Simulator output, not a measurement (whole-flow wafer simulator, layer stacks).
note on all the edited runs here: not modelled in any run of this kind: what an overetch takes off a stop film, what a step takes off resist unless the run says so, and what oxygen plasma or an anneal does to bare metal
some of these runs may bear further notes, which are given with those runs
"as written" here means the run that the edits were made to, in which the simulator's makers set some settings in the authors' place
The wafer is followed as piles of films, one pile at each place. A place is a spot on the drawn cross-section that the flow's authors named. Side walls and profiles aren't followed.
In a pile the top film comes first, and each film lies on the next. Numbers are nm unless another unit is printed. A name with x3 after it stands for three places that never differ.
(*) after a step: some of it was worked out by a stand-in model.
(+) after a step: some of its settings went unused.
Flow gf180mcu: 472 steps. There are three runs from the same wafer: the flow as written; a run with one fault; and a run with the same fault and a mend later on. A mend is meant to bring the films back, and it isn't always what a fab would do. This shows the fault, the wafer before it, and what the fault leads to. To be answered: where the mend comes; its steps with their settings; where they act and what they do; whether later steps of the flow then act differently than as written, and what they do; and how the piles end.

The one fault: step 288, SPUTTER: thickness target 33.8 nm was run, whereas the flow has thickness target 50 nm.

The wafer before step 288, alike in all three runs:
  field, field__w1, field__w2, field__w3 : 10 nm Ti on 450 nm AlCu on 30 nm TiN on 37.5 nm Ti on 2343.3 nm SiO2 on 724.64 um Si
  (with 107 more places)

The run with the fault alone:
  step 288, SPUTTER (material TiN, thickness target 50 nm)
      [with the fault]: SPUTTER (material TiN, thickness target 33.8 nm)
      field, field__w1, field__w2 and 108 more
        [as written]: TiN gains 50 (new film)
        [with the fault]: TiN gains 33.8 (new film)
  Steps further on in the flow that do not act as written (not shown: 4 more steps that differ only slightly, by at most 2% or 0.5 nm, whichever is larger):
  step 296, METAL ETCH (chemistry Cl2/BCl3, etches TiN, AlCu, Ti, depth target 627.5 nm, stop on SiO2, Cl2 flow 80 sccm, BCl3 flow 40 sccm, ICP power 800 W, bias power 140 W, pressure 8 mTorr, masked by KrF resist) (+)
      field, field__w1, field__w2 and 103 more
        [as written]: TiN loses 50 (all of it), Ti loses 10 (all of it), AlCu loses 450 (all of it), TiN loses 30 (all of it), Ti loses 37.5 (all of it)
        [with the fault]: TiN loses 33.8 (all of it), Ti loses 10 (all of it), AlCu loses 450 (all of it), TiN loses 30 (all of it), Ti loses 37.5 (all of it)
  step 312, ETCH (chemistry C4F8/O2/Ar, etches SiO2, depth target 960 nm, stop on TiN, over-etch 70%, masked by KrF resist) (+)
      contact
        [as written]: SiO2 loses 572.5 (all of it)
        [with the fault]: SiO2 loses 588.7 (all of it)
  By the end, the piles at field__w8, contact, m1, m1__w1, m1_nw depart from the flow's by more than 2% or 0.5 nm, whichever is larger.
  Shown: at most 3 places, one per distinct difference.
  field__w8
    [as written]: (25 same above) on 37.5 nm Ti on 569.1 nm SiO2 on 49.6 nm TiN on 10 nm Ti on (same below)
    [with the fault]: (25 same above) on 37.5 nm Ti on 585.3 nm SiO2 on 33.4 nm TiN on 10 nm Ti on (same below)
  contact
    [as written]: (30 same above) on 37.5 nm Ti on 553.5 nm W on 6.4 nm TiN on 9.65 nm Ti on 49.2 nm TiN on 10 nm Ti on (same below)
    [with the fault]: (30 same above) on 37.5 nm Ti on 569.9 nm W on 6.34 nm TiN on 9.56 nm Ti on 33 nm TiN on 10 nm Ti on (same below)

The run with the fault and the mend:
  The mend stands after step 295.
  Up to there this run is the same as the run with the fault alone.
  step 295a, STRIP (chemistry O2/N2, power 2160 W, pressure 1700 mTorr) (*)
      field__w8, contact, m1, m1__w1, m1_nw
        KrF resist loses 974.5 (all of it)
  step 295b, SPUTTER (material TiN, thickness target 16.2 nm) (a further turn of the flow's step 288, with different settings)
      field, field__w1, field__w2 and 108 more
        TiN gains 16.2
  step 295c, HMDS (120 C, 60 s) (a further turn of the flow's step 290)
      alters no film at any place that is followed
  step 295d, COAT (KrF resist, thickness 1000 nm) (a further turn of the flow's step 291)
      field, field__w1, field__w2 and 108 more
        KrF resist gains 1000 (new film)
  step 295e, SOFTBAKE (KrF resist) (a further turn of the flow's step 292)
      alters no film at any place that is followed
  step 295f, EXPOSE (photomask Metal2) (a further turn of the flow's step 293)
      alters no film at any place that is followed
  step 295g, PEB (KrF resist, 135 C, 90 s) (a further turn of the flow's step 294)
      field, field__w1, field__w2 and 108 more
        KrF resist loses 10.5
  step 295h, DEVELOP (thickness 1000 nm, 60 s) (a further turn of the flow's step 295)
      field, field__w1, field__w2 and 103 more
        KrF resist loses 989.5 (all of it)
      field__w8, contact, m1, m1__w1, m1_nw
        KrF resist loses 14.9
  Every later step of the flow that is run acts as written at every place that is followed.
  At every place that both follow, the piles at the end match the flow's.
